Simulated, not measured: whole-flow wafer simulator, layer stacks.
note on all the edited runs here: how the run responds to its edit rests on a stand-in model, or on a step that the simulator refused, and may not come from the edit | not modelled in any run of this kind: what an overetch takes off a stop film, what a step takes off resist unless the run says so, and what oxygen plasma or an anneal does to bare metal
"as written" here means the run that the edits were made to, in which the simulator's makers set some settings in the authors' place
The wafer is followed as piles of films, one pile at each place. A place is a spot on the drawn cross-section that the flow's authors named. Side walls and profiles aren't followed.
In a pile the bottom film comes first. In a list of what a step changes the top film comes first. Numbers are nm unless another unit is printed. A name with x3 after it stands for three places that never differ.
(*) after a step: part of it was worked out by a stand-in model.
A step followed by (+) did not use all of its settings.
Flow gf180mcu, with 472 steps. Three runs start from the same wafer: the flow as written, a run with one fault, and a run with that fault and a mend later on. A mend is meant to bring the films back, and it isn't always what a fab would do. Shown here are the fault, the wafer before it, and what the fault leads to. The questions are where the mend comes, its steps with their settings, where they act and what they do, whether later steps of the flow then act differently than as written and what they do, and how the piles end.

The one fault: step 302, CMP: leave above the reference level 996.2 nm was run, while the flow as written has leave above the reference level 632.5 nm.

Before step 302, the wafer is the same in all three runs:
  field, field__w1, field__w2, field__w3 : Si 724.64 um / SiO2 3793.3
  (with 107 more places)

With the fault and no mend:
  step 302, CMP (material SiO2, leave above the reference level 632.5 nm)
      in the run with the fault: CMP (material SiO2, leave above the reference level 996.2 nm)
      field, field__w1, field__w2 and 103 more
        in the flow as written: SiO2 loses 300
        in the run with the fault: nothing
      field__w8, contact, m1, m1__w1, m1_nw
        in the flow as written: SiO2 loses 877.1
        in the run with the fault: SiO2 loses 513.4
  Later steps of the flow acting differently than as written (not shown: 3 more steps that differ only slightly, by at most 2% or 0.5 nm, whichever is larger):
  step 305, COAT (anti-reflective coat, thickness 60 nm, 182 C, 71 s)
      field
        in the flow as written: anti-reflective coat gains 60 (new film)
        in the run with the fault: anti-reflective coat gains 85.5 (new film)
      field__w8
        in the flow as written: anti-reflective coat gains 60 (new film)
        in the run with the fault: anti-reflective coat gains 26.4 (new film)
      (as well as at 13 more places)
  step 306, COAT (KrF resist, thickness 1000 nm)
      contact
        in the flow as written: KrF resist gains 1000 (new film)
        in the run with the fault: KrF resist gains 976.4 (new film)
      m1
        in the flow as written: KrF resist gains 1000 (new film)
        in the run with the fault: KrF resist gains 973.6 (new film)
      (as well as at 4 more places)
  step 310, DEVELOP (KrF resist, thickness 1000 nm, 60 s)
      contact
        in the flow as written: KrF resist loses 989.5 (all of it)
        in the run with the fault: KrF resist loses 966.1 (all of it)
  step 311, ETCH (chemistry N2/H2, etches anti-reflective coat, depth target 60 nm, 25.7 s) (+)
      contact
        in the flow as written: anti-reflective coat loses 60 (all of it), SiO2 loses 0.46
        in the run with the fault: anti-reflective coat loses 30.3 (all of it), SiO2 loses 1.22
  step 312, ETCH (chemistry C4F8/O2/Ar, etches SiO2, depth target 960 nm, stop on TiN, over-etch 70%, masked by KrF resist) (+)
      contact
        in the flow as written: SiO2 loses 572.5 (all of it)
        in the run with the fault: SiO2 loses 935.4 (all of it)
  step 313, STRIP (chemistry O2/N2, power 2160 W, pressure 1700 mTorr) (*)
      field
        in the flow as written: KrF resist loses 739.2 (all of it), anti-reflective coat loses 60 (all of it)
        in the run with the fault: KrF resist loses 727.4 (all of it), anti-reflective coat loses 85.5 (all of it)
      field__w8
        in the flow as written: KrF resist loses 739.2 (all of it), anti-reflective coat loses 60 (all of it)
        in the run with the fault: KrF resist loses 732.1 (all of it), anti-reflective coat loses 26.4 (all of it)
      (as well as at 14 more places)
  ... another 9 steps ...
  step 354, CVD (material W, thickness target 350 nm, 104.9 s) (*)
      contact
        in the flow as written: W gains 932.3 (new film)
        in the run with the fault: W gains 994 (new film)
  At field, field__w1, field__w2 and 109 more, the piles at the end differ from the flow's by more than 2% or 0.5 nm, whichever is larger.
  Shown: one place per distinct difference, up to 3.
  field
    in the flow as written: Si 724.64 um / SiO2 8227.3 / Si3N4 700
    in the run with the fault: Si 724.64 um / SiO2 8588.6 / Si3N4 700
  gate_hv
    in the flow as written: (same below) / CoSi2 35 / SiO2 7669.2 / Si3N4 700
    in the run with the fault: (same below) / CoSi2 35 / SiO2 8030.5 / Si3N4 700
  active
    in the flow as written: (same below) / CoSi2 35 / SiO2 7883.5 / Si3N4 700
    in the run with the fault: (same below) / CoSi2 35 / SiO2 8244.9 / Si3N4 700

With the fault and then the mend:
  The mend follows step 310.
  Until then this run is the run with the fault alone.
  step 310a, STRIP (chemistry O2/N2, power 2160 W, pressure 1700 mTorr) (*)
      iso_ptap_pw, iso_ntap_nw, iso_nw_fld and 33 more
        KrF resist loses 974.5 (all of it), anti-reflective coat loses 60 (all of it)
      field_sub, field_sub__w1, field_sub__w2 and 15 more
        KrF resist loses 975.1 (all of it), anti-reflective coat loses 60.2 (all of it)
      field__w6, field__w7, field__w11 and 7 more
        KrF resist loses 975.2 (all of it), anti-reflective coat loses 60.2 (all of it)
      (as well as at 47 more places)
  step 310b, CMP (material SiO2, leave above the reference level 632.5 nm) (the flow's step 302, run once more)
      field, field__w1, field__w2 and 103 more
        SiO2 loses 300
      field__w8, contact, m1, m1__w1, m1_nw
        SiO2 loses 363.7
  step 310c, HMDS (120 C, 60 s) (the flow's step 304, run once more)
      alters no film at any place that is followed
  step 310d, COAT (anti-reflective coat, thickness 60 nm, 182 C, 71 s) (the flow's step 305, run once more)
      field, field__w1, field__w2 and 108 more
        anti-reflective coat gains 60 (new film)
  step 310e, COAT (KrF resist, thickness 1000 nm) (the flow's step 306, run once more)
      field, field__w1, field__w2 and 108 more
        KrF resist gains 1000 (new film)
  step 310f, SOFTBAKE (KrF resist) (the flow's step 307, run once more)
      alters no film at any place that is followed
  step 310g, EXPOSE (photomask Via2) (the flow's step 308, run once more)
      alters no film at any place that is followed
  step 310h, PEB (KrF resist, 135 C, 90 s) (the flow's step 309, run once more)
      field, field__w1, field__w2 and 108 more
        KrF resist loses 10.5
  step 310i, DEVELOP (KrF resist, thickness 1000 nm, 60 s) (the flow's step 310, run once more)
      field, field__w1, field__w2 and 107 more
        KrF resist loses 14.9
      contact
        KrF resist loses 989.5 (all of it)
  Every later step of the flow that is run acts as written at every place that is followed.
  By the end, the piles equal the flow's at every place that both follow.
